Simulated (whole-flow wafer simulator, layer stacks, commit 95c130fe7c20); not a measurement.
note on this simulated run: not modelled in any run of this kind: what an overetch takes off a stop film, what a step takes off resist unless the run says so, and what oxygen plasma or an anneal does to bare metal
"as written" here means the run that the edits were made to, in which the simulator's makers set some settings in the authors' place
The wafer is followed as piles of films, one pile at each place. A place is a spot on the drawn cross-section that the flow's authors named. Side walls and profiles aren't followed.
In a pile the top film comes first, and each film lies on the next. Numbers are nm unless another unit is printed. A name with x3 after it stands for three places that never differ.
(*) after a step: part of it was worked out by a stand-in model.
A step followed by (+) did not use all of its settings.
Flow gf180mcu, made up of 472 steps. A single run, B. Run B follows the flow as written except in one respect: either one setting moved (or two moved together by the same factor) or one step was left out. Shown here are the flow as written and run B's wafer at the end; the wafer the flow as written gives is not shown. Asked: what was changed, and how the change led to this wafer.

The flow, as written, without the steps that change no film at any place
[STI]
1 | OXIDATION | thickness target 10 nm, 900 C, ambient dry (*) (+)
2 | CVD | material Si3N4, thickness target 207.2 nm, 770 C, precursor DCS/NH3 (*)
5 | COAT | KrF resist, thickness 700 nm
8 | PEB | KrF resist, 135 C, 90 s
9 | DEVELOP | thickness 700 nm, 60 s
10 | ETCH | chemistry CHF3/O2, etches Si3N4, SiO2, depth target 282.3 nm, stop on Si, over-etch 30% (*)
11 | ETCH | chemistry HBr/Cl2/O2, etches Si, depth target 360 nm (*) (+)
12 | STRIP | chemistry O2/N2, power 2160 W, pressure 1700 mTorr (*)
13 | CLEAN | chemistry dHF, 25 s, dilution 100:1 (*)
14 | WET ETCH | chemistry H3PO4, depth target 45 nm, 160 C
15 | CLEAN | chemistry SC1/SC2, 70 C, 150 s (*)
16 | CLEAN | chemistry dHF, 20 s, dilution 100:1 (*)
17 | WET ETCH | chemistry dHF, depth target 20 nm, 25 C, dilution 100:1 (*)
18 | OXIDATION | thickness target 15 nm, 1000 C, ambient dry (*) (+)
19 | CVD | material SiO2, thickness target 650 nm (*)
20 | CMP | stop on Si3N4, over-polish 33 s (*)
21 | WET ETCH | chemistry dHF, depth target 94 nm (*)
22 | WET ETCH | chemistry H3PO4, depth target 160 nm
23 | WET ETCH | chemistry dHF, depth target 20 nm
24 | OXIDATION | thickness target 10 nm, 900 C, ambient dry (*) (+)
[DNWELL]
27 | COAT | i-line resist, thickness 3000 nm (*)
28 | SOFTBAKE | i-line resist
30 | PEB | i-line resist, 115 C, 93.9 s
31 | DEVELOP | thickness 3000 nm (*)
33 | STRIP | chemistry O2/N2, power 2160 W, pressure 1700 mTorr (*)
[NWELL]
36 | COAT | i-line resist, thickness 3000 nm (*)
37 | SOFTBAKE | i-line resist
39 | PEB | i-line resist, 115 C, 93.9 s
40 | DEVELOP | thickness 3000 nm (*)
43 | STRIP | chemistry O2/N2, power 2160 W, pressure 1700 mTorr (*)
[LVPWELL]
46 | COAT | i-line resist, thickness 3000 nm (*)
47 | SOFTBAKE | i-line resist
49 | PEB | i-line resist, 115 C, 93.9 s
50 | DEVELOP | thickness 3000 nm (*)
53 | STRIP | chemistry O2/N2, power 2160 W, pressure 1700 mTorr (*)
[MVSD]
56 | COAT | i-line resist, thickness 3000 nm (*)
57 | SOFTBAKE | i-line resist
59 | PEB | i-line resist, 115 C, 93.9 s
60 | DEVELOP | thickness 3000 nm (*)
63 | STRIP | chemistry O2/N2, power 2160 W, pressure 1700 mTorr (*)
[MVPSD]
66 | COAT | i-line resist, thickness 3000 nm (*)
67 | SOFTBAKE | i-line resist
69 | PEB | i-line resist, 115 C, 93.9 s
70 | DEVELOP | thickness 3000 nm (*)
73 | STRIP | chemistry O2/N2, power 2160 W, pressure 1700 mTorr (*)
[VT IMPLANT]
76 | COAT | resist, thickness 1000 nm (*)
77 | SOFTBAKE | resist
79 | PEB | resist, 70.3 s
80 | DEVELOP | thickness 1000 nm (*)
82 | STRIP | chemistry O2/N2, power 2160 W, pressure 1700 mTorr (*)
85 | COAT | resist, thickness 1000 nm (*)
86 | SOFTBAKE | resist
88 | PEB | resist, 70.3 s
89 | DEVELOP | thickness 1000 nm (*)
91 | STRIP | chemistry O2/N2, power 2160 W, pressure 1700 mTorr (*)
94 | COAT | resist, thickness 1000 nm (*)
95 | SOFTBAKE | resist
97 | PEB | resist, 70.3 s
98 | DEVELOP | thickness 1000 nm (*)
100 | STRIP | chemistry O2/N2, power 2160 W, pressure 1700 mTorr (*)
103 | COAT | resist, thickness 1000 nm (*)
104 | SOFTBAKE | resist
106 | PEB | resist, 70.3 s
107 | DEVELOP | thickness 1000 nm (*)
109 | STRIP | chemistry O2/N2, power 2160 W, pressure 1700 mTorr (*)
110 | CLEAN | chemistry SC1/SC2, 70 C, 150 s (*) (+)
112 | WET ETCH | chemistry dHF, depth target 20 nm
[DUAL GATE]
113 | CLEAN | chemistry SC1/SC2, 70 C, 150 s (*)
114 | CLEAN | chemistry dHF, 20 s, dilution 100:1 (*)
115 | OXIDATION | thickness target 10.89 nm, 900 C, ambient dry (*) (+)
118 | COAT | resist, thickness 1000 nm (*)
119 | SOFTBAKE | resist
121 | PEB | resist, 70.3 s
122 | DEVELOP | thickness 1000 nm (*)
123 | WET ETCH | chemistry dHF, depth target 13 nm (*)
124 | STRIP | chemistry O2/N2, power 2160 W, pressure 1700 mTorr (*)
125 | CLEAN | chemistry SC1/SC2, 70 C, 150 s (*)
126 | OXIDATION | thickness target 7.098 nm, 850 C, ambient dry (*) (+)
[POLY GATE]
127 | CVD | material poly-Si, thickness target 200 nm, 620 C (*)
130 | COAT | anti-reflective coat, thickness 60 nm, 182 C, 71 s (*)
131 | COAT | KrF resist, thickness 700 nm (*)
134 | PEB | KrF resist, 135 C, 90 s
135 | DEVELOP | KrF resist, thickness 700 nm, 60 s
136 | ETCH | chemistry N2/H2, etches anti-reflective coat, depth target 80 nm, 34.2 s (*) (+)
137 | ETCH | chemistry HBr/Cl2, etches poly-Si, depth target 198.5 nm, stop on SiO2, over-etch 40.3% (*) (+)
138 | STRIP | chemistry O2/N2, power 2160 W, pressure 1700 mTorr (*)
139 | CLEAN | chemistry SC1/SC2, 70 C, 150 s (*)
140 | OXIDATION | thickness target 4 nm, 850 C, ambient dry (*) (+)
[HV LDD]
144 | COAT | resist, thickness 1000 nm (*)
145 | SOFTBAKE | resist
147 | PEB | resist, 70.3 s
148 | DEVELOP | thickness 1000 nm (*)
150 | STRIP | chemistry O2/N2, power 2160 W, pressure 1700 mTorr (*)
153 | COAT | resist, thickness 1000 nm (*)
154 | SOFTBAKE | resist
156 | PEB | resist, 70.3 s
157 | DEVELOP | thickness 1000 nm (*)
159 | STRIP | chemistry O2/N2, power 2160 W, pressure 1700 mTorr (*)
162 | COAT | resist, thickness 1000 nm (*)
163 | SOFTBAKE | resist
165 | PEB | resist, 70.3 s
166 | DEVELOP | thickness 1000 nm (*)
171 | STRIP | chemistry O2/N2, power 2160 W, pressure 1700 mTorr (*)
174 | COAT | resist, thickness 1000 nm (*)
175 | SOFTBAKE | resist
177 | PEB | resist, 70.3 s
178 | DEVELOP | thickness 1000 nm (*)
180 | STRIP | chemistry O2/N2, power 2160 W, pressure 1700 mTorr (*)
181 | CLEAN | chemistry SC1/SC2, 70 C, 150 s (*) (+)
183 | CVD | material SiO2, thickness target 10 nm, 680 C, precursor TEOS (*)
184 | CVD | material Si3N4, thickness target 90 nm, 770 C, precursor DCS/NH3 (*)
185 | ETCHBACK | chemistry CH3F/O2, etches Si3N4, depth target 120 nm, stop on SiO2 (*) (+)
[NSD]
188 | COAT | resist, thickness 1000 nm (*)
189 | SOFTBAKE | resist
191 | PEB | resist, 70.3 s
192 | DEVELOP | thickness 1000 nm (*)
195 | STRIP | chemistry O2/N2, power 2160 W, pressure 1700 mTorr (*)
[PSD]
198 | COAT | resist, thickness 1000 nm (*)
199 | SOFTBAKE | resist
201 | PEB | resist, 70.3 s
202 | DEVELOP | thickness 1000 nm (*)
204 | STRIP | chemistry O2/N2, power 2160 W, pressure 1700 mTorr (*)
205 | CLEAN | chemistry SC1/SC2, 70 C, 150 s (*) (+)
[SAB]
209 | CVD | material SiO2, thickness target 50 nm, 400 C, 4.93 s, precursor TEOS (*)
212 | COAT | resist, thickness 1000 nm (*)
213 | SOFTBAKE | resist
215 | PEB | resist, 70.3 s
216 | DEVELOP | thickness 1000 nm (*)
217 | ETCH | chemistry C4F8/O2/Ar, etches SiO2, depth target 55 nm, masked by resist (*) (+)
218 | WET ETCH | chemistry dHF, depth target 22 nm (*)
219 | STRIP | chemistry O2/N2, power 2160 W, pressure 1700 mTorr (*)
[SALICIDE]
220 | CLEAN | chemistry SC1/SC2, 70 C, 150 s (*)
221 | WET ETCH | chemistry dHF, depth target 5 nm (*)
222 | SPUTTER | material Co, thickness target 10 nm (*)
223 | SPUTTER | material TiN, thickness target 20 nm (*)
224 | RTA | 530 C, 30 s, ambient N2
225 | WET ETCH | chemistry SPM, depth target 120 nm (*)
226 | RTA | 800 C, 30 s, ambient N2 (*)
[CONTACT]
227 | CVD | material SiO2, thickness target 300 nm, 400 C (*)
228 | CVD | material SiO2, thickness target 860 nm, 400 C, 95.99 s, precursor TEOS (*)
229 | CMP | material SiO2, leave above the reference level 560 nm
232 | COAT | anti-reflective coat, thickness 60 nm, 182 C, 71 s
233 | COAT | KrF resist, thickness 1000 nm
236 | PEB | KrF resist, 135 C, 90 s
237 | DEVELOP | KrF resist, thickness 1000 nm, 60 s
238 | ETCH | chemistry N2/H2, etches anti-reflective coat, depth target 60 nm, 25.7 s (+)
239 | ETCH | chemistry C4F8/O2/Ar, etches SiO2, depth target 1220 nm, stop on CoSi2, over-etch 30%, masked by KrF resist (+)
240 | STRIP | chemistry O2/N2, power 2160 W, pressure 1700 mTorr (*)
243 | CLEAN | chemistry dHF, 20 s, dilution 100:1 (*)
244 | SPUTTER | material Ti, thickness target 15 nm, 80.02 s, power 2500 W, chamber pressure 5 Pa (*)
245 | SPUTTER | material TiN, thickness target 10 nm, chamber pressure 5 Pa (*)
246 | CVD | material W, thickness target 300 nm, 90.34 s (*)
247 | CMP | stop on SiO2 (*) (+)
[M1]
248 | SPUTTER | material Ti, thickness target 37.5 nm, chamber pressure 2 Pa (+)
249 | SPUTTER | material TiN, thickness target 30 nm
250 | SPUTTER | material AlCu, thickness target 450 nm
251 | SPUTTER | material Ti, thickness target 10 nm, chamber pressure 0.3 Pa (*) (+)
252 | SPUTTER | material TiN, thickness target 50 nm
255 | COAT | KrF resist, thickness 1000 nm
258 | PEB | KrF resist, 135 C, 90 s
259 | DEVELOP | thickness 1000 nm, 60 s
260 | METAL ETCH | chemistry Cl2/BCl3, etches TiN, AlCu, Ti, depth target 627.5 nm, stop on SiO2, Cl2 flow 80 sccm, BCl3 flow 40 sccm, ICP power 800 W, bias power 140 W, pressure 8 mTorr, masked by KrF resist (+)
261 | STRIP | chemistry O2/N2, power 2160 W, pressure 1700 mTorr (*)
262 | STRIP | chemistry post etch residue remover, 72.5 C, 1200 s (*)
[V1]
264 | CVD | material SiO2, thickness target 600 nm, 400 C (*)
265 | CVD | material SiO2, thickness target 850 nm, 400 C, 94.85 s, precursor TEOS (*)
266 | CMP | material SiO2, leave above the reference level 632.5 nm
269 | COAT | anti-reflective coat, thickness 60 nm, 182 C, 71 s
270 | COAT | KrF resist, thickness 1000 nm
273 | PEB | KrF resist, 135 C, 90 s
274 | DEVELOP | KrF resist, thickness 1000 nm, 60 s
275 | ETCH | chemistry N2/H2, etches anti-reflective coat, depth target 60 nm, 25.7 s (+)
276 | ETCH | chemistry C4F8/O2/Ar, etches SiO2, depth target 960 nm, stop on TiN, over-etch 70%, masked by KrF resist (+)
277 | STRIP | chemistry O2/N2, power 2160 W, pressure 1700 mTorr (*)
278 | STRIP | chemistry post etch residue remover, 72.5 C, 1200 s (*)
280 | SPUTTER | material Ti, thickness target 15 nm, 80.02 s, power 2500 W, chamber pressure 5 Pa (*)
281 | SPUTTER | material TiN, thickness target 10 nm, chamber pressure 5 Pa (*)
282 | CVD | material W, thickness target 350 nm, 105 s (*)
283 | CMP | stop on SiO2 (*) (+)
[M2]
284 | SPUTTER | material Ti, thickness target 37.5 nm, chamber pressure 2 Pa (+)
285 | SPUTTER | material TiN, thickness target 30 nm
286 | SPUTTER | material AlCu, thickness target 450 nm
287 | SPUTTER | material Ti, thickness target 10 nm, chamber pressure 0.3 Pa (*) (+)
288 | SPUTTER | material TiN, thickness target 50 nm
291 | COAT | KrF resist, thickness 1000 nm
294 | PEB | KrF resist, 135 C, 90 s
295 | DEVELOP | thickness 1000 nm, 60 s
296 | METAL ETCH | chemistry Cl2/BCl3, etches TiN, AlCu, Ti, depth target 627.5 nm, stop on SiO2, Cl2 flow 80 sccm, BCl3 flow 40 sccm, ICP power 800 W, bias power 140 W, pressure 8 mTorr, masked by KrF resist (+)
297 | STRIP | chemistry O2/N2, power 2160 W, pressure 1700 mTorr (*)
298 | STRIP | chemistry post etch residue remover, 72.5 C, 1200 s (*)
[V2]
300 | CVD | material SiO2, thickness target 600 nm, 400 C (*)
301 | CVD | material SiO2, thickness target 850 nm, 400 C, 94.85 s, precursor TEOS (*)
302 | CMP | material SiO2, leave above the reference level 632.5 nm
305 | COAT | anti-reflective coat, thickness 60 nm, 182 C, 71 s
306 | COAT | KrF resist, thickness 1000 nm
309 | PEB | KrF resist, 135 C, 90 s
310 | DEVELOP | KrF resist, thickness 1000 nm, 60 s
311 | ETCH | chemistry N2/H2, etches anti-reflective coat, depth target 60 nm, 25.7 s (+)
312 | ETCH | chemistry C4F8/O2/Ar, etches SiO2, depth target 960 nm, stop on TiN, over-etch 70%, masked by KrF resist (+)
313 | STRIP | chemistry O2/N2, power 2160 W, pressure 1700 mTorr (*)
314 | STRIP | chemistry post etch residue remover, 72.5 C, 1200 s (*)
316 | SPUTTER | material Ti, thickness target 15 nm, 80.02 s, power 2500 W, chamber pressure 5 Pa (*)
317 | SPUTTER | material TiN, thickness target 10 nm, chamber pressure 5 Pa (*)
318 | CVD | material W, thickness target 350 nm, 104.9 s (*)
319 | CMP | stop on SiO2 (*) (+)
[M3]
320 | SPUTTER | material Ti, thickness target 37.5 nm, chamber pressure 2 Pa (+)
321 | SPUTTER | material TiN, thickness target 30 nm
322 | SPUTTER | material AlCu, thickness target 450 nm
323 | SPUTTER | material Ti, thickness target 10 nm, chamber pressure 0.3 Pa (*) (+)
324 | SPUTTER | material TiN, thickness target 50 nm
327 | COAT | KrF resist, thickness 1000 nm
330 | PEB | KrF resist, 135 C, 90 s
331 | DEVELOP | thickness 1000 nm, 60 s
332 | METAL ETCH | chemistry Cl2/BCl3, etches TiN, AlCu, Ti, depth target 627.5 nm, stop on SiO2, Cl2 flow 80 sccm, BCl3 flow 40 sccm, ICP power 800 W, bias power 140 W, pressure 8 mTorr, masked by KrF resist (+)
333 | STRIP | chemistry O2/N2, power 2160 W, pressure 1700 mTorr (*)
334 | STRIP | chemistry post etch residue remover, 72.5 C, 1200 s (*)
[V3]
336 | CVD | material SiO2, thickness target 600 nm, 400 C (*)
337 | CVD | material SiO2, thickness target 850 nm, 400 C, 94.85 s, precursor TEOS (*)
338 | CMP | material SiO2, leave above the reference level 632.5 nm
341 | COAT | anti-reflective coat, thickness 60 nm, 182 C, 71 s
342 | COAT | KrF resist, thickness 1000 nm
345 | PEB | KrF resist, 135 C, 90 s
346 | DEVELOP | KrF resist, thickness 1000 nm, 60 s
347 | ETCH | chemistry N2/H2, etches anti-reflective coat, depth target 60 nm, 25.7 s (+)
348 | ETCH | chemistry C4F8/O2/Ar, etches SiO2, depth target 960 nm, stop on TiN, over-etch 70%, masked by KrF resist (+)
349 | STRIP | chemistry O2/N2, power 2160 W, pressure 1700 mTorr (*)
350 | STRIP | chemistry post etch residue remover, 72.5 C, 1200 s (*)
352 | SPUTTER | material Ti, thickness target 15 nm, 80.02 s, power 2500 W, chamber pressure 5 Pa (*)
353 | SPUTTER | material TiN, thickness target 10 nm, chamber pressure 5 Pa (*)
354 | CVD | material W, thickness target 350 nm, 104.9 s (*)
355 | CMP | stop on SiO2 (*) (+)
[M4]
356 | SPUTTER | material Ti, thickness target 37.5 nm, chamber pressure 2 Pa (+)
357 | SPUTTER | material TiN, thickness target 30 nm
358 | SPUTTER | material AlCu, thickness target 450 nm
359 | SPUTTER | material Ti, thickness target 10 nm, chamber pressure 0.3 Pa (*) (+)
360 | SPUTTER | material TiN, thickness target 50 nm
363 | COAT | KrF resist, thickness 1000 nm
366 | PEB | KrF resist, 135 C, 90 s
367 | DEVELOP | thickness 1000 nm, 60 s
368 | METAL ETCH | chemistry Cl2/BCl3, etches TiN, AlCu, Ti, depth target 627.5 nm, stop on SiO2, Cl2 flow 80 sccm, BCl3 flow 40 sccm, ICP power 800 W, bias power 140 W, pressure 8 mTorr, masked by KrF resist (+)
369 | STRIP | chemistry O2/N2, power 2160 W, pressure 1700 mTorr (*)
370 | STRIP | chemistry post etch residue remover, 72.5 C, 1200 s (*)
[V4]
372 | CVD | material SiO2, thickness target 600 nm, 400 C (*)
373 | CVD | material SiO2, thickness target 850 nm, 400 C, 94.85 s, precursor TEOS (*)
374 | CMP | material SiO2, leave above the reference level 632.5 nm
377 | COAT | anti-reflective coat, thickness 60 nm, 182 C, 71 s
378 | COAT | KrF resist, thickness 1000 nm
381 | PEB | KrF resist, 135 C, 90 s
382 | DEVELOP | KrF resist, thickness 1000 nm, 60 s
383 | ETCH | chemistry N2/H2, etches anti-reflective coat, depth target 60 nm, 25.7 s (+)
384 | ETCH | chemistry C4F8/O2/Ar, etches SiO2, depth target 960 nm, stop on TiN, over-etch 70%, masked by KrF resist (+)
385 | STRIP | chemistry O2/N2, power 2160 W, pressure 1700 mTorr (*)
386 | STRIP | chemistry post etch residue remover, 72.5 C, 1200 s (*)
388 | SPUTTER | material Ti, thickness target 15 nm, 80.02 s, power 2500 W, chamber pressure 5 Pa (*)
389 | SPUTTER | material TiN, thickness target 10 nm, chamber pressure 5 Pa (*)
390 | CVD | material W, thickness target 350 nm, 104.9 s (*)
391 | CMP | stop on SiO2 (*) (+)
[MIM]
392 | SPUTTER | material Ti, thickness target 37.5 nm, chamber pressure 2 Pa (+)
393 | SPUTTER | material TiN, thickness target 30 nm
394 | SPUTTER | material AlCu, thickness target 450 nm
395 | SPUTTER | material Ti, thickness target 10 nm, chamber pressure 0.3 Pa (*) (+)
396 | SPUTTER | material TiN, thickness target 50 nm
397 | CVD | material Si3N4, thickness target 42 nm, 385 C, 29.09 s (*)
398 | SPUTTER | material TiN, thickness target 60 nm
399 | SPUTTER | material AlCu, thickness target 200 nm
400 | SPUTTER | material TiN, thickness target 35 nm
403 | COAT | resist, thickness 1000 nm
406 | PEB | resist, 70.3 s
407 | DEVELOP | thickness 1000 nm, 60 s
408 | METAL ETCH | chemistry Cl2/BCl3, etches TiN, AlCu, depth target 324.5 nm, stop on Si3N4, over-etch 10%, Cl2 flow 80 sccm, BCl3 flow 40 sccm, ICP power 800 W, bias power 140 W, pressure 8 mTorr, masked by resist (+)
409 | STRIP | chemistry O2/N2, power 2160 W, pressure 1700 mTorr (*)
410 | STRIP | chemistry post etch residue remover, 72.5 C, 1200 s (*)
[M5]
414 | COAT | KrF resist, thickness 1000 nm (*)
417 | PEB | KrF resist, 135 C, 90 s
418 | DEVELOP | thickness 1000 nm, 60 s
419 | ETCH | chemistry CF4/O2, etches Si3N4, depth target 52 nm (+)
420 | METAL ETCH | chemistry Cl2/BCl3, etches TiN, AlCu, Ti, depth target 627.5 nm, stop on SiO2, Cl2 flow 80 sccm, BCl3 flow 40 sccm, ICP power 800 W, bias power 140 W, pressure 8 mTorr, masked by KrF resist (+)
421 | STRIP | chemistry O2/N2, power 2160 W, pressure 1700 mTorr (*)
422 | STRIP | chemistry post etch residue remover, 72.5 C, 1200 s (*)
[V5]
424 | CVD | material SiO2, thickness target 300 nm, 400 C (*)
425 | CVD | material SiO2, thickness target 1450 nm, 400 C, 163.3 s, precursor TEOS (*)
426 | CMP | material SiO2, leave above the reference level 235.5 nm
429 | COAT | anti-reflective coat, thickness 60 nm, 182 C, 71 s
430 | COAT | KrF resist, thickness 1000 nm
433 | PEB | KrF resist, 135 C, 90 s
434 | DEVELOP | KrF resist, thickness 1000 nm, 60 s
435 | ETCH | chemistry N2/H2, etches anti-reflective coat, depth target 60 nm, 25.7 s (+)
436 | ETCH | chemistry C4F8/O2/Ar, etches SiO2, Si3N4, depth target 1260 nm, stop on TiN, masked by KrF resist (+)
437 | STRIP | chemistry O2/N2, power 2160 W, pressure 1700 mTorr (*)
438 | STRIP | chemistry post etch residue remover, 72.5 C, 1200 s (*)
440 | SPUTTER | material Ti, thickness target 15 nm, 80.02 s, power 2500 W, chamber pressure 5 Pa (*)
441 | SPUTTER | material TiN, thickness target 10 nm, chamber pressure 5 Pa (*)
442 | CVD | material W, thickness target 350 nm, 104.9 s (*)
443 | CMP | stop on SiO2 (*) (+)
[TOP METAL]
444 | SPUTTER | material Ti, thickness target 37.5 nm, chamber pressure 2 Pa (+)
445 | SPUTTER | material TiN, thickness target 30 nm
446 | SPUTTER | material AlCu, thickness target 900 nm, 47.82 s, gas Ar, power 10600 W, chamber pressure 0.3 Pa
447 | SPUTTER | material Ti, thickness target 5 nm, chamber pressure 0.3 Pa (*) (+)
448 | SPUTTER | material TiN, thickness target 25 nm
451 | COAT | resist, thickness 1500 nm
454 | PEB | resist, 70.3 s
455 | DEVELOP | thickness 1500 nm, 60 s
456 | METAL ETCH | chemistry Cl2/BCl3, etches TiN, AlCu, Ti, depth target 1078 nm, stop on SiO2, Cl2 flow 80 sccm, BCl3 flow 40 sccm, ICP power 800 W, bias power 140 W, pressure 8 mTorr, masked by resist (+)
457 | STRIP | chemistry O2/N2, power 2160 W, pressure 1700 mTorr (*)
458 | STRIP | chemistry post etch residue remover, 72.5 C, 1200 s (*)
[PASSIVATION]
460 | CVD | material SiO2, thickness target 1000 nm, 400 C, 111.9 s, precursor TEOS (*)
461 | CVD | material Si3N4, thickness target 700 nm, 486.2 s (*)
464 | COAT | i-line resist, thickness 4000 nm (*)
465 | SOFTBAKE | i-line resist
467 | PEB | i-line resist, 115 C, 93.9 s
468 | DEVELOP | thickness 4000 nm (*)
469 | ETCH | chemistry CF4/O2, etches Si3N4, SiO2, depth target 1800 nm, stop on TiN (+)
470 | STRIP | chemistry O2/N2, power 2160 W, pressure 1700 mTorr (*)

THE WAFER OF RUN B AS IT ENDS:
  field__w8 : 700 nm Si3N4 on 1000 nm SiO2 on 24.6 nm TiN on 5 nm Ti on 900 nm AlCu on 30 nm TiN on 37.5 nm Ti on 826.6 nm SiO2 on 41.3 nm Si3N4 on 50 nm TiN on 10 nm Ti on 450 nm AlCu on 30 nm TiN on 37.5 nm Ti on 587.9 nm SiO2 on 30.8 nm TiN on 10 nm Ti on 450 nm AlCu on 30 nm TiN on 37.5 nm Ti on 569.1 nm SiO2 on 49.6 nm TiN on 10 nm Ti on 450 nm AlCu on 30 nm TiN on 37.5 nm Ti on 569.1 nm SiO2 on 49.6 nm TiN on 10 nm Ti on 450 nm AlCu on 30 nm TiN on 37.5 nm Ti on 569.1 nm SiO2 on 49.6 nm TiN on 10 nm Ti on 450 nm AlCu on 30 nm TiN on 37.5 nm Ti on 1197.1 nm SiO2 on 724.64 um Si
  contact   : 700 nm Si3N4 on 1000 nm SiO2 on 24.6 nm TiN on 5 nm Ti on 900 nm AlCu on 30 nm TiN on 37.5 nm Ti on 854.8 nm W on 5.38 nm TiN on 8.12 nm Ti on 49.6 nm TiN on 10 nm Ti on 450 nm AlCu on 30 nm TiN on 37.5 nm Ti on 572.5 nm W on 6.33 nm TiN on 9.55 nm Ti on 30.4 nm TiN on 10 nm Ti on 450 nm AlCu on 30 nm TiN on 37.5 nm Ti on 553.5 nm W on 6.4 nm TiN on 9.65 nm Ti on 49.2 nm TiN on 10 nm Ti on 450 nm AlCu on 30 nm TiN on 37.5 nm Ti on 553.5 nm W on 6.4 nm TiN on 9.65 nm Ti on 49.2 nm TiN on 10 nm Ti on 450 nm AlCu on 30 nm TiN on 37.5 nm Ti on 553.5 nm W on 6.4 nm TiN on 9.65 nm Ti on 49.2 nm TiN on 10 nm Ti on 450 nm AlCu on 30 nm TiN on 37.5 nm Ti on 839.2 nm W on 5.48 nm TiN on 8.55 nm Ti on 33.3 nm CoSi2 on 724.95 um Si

What caused this: step 360, SPUTTER: thickness target 31.2 nm was run, whereas the flow has thickness target 50 nm.

How this came from the change, step by step:
  360 | SPUTTER | material TiN, thickness target 50 nm
      field, field__w1, field__w2 and 108 more: TiN gains 31.2 (new film) (in the flow as written it would be: TiN gains 50 (new film))
  368 | METAL ETCH | chemistry Cl2/BCl3, etches TiN, AlCu, Ti, depth target 627.5 nm, stop on SiO2, Cl2 flow 80 sccm, BCl3 flow 40 sccm, ICP power 800 W, bias power 140 W, pressure 8 mTorr, masked by KrF resist (+)
      field, field__w1, field__w2 and 103 more: TiN loses 31.2 (all of it), Ti loses 10 (all of it), AlCu loses 450 (all of it), TiN loses 30 (all of it), Ti loses 37.5 (all of it) (in the flow as written it would be: TiN loses 50 (all of it), Ti loses 10 (all of it), AlCu loses 450 (all of it), TiN loses 30 (all of it), Ti loses 37.5 (all of it))
  374 | CMP | material SiO2, leave above the reference level 632.5 nm
      field__w8, contact, m1, m1__w1, m1_nw: SiO2 loses 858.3 (in the flow as written it would be: SiO2 loses 877.1)
  384 | ETCH | chemistry C4F8/O2/Ar, etches SiO2, depth target 960 nm, stop on TiN, over-etch 70%, masked by KrF resist (+)
      contact: SiO2 loses 591.3 (all of it) (in the flow as written it would be: SiO2 loses 572.5 (all of it))
